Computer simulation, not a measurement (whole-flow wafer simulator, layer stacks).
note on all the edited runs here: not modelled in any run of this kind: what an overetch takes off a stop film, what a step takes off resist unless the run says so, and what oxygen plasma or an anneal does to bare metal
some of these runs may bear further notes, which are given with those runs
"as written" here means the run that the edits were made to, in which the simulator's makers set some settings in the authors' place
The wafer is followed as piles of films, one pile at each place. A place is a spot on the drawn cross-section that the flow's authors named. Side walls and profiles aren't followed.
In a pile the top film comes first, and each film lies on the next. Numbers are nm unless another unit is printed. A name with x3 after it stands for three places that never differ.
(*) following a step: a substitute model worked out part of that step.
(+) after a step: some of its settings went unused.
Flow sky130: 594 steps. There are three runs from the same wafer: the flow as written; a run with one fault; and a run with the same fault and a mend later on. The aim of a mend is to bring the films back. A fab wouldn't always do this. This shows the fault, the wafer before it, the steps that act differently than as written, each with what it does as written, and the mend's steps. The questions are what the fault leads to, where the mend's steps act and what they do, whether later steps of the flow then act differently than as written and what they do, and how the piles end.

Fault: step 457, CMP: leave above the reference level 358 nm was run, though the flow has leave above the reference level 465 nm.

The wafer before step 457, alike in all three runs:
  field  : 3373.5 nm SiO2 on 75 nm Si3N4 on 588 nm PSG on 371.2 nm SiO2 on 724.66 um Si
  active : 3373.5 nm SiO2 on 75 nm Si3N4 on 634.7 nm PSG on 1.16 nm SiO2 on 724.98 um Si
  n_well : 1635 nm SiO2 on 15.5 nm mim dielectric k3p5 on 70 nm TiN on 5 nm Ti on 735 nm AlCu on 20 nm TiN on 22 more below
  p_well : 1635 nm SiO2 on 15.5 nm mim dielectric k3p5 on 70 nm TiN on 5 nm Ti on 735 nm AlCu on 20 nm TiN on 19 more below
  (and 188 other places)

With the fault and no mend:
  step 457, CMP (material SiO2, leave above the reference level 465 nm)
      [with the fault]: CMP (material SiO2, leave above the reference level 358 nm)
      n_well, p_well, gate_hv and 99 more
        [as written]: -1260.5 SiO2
        [with the fault]: -1367.5 SiO2
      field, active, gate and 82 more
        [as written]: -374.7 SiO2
        [with the fault]: -481.7 SiO2
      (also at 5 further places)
  Later steps of the flow acting differently than as written (2 more steps, not shown, differ only slightly: by at most 2% or 0.5 nm, whichever is larger):
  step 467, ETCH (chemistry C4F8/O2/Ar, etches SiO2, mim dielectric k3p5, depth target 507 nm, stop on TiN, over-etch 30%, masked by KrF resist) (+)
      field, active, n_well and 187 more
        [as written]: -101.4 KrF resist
        [with the fault]: -73.6 KrF resist
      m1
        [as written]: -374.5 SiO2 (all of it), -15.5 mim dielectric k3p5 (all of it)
        [with the fault]: -267.5 SiO2 (all of it), -15.5 mim dielectric k3p5 (all of it)
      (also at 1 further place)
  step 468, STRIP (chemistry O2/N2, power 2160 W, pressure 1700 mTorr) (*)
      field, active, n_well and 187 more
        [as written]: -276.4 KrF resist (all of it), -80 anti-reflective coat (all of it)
        [with the fault]: -304.2 KrF resist (all of it), -80 anti-reflective coat (all of it)
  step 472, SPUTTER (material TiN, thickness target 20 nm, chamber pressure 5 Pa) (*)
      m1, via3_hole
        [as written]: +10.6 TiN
        [with the fault]: +12.1 TiN
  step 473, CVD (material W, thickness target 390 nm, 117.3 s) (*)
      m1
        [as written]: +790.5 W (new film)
        [with the fault]: +681.9 W (new film)
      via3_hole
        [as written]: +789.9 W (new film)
        [with the fault]: +681.3 W (new film)
  By the end, the piles at field, active, n_well and 190 more depart from the flow's by more than 2% or 0.5 nm, whichever is larger.
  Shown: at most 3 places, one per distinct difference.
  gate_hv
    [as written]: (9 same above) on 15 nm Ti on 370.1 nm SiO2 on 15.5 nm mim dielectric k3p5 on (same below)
    [with the fault]: (9 same above) on 15 nm Ti on 263.1 nm SiO2 on 15.5 nm mim dielectric k3p5 on (same below)
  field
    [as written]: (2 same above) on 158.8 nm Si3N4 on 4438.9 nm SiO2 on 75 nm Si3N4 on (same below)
    [with the fault]: (2 same above) on 158.8 nm Si3N4 on 4331.9 nm SiO2 on 75 nm Si3N4 on (same below)
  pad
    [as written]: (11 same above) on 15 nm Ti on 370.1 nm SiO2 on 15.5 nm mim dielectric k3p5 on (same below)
    [with the fault]: (11 same above) on 15 nm Ti on 263.1 nm SiO2 on 15.5 nm mim dielectric k3p5 on (same below)

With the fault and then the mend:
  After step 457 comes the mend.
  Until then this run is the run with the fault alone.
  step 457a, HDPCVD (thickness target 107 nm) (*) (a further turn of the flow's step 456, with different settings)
      field, active, n_well and 189 more
        +107 SiO2
  Later steps of the flow that are run all act as written at every place that is followed, up to a difference of at most 2% or 0.5 nm, whichever is larger.
  The piles end the same as the flow's at every place that both follow.
